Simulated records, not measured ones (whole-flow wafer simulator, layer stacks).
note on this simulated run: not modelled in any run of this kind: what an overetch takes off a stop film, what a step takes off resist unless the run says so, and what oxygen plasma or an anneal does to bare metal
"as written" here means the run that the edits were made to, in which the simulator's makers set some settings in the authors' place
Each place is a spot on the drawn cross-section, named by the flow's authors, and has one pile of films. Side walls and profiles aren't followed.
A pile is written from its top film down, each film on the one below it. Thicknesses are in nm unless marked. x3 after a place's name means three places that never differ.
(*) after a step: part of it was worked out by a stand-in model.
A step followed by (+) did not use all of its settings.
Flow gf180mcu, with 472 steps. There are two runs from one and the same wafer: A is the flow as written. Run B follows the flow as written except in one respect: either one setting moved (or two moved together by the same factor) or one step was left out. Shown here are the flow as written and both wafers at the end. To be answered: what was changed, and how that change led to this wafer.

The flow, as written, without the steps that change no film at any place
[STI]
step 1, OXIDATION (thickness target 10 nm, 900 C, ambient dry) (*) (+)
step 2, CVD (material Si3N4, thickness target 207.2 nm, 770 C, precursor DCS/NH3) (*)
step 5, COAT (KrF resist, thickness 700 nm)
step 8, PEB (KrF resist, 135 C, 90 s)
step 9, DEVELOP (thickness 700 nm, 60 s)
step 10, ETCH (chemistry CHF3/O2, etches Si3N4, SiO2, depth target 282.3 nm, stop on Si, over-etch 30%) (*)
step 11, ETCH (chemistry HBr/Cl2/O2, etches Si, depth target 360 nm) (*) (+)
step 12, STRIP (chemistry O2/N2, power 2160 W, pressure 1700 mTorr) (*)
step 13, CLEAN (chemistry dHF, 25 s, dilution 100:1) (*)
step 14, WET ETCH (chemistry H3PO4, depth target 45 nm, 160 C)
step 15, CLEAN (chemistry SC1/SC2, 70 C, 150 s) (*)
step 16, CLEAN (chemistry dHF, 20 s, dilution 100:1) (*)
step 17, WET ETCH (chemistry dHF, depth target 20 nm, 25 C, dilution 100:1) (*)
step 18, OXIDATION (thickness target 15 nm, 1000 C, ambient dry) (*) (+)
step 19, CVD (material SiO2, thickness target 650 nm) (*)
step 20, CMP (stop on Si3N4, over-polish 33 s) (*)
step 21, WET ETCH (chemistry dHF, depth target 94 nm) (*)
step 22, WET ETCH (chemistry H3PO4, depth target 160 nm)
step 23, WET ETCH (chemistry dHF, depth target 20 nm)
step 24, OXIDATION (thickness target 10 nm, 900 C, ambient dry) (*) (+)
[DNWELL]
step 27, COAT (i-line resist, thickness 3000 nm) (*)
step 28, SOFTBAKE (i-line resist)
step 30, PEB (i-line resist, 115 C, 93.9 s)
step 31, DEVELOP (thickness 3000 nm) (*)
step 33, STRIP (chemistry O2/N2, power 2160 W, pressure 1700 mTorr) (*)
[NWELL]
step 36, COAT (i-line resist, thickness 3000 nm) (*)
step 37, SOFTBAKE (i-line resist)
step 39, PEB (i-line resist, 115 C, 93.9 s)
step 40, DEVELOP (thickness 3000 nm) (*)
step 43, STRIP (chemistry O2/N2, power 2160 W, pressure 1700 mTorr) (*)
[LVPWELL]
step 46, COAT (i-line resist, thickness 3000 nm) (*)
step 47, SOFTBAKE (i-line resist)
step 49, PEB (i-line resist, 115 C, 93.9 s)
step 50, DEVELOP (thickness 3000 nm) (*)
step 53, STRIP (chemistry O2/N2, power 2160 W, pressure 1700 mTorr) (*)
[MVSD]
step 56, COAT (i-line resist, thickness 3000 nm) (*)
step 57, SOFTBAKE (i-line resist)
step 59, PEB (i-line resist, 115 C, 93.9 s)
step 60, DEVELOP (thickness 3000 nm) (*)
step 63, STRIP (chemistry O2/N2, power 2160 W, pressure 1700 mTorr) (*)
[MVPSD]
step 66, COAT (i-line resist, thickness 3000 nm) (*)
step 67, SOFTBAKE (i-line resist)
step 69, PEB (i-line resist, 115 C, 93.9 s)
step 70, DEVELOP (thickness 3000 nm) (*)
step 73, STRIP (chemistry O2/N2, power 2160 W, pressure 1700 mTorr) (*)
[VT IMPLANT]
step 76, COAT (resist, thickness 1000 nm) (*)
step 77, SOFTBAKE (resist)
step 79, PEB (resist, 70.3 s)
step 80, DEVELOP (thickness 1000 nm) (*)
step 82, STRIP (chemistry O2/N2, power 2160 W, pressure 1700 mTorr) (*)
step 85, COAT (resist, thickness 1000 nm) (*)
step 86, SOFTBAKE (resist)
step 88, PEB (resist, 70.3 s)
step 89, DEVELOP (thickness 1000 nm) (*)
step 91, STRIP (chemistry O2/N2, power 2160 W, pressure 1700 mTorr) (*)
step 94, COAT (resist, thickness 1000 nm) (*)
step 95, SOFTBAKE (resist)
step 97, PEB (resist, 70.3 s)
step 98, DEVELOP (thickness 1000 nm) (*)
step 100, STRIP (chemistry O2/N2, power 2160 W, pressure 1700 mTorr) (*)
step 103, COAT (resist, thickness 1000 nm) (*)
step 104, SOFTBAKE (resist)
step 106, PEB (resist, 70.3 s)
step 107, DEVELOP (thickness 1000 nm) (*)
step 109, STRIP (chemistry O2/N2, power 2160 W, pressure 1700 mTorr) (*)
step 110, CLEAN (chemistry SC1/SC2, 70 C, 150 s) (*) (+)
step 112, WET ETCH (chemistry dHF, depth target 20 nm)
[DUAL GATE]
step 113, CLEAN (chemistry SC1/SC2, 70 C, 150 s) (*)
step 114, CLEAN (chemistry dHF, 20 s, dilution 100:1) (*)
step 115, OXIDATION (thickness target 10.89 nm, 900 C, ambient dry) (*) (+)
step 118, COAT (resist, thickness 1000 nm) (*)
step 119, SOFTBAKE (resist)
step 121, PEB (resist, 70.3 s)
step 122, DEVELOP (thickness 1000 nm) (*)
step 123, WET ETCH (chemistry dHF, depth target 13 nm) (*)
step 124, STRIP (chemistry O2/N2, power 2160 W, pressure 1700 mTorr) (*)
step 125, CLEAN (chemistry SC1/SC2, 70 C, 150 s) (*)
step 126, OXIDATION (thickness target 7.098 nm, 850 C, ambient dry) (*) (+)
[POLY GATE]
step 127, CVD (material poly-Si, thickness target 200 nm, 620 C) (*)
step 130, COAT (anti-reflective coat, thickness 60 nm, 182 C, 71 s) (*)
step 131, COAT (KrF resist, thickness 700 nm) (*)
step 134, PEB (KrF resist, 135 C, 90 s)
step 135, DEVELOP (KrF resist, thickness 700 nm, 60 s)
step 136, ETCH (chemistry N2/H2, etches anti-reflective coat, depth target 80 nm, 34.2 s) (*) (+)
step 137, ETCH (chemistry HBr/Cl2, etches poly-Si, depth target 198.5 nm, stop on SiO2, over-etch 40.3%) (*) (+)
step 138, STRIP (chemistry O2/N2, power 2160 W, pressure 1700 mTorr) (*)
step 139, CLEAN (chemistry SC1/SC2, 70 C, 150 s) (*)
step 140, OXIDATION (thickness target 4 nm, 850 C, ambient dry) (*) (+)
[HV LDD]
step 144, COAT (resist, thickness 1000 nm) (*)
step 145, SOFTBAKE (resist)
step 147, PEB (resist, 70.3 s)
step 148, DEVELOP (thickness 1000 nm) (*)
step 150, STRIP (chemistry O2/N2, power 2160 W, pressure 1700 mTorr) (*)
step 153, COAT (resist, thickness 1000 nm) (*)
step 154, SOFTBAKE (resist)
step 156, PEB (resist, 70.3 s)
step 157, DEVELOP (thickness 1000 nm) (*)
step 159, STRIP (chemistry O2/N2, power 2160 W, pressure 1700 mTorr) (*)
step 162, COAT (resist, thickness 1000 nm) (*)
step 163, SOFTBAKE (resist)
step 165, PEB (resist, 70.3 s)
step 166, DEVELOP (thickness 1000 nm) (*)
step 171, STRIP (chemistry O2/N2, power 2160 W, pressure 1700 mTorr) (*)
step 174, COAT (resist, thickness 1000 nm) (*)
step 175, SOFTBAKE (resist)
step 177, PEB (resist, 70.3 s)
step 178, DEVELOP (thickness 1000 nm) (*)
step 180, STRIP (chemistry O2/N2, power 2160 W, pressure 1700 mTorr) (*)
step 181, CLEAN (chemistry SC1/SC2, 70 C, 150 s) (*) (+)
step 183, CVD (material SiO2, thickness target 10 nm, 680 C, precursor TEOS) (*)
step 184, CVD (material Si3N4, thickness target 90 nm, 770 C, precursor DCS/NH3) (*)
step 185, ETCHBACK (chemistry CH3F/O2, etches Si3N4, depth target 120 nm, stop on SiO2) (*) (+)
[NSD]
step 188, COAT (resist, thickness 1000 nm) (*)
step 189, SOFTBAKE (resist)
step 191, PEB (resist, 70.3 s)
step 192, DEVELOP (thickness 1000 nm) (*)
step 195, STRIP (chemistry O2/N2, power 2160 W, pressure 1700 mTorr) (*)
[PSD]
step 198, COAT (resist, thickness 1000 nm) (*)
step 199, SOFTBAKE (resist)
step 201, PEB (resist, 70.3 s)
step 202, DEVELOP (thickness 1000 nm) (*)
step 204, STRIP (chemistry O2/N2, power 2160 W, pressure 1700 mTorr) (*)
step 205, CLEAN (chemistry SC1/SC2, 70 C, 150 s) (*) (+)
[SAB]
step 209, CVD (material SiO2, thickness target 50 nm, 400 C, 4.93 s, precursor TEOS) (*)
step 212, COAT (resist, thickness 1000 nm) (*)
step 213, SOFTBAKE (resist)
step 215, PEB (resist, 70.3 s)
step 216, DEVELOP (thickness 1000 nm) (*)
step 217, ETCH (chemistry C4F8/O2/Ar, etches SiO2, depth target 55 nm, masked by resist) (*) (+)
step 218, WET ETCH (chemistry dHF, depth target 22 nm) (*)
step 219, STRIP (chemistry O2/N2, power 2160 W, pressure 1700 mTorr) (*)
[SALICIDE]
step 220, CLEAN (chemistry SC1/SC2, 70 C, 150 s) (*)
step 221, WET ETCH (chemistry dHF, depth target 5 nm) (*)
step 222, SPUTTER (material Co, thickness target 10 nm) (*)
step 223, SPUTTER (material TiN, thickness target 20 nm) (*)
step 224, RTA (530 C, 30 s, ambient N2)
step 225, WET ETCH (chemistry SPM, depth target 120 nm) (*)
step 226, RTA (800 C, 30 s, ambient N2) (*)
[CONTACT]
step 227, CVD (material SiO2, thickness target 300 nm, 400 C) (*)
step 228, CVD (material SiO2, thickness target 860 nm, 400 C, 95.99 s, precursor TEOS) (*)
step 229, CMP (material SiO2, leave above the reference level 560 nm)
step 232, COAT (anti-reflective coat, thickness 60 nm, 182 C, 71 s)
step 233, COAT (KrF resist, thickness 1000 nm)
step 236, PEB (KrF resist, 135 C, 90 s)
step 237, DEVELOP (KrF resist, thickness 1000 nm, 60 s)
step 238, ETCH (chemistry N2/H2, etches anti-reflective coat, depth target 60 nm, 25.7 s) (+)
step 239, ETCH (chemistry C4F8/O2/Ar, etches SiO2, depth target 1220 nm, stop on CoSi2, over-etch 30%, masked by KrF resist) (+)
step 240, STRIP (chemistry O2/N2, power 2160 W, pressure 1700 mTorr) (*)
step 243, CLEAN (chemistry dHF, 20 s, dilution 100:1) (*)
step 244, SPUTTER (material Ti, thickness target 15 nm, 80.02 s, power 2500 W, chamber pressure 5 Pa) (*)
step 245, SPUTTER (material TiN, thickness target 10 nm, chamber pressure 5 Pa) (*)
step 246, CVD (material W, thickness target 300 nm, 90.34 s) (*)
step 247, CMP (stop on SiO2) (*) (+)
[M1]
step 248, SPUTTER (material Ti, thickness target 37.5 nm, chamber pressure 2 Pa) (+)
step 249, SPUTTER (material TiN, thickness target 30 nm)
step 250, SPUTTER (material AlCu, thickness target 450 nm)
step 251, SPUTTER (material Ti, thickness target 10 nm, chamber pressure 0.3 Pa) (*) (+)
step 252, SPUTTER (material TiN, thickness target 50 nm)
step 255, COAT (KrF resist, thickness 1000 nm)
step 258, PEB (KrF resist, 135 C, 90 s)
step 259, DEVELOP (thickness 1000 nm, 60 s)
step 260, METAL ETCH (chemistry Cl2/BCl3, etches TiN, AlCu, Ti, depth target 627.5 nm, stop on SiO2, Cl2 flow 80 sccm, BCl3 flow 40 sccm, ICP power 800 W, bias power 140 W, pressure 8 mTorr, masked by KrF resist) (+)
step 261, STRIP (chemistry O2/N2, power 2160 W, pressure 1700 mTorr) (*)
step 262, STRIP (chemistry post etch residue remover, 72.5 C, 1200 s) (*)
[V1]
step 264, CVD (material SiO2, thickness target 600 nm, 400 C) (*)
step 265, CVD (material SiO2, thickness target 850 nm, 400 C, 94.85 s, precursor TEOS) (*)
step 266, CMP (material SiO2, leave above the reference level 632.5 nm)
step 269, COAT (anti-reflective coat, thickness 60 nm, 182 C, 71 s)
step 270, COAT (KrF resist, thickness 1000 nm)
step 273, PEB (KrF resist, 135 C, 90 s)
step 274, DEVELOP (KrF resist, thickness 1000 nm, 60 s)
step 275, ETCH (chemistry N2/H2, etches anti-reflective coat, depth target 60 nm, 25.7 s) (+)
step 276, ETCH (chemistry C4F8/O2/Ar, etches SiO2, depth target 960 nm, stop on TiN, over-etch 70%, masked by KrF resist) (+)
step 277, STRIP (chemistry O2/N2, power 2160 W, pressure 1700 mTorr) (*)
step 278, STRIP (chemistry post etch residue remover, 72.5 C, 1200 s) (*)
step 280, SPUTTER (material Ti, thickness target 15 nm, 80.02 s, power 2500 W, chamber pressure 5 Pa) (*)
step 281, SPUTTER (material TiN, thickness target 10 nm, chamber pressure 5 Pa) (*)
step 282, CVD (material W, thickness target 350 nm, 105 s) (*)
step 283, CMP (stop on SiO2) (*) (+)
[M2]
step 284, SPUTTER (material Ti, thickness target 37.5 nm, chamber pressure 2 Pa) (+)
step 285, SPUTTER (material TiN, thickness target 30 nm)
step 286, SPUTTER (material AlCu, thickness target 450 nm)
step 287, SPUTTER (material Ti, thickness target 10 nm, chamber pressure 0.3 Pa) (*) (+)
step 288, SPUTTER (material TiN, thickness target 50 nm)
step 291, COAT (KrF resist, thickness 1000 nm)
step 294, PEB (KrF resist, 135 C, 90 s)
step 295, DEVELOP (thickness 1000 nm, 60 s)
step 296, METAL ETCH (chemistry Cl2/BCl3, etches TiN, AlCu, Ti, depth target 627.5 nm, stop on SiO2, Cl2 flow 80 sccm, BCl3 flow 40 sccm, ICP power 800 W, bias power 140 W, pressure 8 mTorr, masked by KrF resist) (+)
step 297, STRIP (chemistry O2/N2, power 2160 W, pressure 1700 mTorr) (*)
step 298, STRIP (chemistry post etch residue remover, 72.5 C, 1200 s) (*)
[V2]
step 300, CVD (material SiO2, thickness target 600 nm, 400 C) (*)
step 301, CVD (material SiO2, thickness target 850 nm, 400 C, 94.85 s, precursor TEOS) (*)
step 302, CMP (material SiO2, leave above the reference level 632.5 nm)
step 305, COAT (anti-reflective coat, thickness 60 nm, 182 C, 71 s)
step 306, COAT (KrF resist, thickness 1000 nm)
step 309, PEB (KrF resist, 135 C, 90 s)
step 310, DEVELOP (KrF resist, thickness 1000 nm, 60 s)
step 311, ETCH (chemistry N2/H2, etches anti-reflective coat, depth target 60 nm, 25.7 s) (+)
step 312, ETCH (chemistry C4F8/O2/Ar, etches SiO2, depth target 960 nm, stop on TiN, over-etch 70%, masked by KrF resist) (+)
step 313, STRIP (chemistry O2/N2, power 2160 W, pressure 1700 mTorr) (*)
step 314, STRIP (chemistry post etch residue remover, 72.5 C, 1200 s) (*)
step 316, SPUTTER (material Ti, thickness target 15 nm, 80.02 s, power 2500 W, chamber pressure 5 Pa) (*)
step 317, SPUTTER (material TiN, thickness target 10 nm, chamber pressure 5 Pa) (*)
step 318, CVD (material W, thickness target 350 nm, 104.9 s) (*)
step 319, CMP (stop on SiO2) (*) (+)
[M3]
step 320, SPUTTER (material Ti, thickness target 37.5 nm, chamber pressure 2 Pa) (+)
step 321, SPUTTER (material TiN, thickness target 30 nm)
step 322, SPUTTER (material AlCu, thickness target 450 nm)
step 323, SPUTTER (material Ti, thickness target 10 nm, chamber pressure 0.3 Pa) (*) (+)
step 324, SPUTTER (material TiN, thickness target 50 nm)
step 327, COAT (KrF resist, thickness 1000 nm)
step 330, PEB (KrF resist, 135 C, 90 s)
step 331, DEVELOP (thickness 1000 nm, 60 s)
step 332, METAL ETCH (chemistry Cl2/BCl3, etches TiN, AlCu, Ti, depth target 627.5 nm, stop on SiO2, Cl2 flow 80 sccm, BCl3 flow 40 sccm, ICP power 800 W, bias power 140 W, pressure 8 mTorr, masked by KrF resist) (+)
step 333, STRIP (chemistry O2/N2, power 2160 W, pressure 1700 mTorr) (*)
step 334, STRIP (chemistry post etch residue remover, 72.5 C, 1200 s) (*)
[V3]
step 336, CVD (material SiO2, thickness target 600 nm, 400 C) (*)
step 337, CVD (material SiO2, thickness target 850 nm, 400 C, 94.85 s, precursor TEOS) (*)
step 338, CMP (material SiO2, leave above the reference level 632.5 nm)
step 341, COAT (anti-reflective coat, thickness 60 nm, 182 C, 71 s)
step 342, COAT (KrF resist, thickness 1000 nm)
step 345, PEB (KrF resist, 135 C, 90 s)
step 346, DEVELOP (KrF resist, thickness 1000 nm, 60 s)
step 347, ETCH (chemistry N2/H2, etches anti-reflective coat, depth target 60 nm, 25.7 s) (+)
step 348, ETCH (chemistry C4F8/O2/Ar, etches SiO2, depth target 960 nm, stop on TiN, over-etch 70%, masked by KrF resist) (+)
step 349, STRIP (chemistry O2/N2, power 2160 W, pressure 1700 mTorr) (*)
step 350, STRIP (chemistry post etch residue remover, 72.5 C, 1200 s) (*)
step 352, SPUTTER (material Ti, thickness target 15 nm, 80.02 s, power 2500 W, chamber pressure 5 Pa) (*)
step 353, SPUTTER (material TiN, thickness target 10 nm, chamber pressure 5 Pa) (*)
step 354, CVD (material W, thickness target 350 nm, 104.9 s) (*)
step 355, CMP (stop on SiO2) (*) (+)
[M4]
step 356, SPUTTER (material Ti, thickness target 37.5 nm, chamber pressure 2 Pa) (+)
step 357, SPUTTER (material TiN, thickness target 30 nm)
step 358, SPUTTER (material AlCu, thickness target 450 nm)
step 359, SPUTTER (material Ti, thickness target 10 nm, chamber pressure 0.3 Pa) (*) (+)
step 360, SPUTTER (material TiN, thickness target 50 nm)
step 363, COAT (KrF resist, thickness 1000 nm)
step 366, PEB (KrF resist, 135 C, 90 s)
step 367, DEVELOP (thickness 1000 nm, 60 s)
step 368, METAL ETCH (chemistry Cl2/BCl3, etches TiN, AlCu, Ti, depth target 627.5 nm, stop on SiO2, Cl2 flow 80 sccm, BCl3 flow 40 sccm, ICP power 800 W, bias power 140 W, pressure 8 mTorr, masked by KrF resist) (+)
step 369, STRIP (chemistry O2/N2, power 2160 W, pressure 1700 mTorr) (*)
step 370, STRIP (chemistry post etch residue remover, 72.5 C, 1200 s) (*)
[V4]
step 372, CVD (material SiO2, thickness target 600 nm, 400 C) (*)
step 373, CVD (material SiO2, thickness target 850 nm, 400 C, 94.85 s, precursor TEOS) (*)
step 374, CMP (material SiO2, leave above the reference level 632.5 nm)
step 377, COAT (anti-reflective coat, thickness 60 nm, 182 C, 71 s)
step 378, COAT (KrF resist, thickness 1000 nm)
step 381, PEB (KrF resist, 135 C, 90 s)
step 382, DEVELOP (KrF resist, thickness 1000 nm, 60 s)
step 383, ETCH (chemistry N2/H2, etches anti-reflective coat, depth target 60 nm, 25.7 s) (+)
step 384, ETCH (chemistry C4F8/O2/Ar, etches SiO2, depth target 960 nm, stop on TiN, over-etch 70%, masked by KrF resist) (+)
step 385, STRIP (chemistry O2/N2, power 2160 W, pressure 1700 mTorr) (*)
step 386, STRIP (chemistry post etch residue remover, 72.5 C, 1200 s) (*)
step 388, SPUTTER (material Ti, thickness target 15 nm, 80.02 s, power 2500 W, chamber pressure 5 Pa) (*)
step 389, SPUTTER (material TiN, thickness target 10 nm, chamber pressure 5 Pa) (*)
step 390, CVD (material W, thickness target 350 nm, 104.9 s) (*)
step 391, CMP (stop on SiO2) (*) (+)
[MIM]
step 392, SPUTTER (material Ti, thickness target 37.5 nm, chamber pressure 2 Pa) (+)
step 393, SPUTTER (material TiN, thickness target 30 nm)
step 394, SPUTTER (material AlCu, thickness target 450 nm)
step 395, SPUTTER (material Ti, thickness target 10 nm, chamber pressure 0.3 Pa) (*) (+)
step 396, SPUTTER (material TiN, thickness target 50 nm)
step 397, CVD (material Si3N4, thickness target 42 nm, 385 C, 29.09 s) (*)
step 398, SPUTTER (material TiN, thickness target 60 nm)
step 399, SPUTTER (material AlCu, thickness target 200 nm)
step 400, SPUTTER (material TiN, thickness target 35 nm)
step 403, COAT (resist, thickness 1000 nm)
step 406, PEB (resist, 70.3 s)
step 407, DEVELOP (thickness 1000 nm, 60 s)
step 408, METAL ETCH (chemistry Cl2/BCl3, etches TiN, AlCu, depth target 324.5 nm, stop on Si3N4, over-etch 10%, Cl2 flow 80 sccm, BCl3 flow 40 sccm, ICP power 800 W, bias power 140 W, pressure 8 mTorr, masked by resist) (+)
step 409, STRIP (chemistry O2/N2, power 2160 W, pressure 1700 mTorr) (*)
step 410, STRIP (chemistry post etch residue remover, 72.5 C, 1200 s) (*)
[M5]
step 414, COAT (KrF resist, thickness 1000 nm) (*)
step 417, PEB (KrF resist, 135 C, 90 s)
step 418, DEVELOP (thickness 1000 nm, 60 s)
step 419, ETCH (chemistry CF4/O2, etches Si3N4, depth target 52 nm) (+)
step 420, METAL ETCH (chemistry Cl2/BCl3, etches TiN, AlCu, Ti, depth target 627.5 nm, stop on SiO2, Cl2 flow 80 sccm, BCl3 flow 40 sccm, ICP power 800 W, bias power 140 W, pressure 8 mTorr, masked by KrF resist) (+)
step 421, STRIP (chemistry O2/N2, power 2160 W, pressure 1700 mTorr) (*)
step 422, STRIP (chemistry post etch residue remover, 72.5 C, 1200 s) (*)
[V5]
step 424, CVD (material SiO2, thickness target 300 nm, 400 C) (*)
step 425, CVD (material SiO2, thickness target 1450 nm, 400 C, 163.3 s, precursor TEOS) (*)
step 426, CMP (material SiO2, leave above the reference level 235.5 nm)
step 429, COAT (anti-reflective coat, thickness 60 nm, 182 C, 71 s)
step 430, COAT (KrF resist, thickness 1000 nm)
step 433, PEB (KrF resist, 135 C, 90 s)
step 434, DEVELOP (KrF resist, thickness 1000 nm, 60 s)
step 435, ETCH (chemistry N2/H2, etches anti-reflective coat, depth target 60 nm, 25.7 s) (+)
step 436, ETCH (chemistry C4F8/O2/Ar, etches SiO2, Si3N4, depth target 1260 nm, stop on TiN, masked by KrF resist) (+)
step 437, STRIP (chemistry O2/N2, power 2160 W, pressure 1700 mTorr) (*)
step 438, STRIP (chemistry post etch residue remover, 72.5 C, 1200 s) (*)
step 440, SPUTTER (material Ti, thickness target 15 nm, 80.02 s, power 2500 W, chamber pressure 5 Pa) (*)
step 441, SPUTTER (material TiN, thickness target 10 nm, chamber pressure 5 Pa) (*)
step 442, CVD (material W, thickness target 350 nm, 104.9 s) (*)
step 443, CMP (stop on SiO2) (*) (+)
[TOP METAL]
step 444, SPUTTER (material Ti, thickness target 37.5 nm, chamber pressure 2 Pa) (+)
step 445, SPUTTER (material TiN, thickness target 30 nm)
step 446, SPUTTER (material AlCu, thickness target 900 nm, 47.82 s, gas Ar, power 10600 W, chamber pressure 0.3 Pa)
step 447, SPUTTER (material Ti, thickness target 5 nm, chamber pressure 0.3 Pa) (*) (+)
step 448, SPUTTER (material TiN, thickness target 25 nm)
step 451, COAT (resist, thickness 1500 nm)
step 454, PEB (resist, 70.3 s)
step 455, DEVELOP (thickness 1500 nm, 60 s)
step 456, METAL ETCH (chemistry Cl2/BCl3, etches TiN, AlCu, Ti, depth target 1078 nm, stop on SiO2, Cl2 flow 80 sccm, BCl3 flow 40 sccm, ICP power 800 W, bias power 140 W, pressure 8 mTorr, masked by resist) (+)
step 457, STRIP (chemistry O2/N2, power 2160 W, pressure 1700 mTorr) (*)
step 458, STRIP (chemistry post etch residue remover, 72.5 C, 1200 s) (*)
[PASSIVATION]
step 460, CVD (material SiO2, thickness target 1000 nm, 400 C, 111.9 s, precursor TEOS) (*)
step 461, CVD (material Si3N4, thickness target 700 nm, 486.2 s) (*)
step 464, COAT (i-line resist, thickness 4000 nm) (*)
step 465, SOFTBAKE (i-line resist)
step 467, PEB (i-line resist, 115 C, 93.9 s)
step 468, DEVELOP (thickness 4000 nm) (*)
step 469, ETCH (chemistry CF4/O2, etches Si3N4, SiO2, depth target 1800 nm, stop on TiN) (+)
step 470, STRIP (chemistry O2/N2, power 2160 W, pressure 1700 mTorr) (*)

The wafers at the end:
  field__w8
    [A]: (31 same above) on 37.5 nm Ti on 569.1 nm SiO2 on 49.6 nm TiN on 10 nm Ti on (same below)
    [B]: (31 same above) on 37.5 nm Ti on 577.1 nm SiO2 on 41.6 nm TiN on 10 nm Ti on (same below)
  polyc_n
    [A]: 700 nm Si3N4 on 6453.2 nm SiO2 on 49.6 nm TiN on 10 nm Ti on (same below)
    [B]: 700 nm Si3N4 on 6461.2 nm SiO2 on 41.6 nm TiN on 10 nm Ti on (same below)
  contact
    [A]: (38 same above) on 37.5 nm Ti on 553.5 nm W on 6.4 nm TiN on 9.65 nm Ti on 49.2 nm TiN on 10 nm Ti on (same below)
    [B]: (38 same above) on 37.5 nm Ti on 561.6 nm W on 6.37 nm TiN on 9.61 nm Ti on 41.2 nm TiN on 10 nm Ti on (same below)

Cause: step 252, SPUTTER: thickness target 42 nm was run, though the flow has thickness target 50 nm.

Step by step, how the change led to this:
  step 252, SPUTTER (material TiN, thickness target 50 nm)
      field, field__w1, field__w2 and 108 more: A +50 TiN (new film) | B +42 TiN (new film)
  step 260, METAL ETCH (chemistry Cl2/BCl3, etches TiN, AlCu, Ti, depth target 627.5 nm, stop on SiO2, Cl2 flow 80 sccm, BCl3 flow 40 sccm, ICP power 800 W, bias power 140 W, pressure 8 mTorr, masked by KrF resist) (+)
      field, field__w1, field__w2 and 99 more: A -50 TiN (all of it), -10 Ti (all of it), -450 AlCu (all of it), -30 TiN (all of it), -37.5 Ti (all of it) | B -42 TiN (all of it), -10 Ti (all of it), -450 AlCu (all of it), -30 TiN (all of it), -37.5 Ti (all of it)
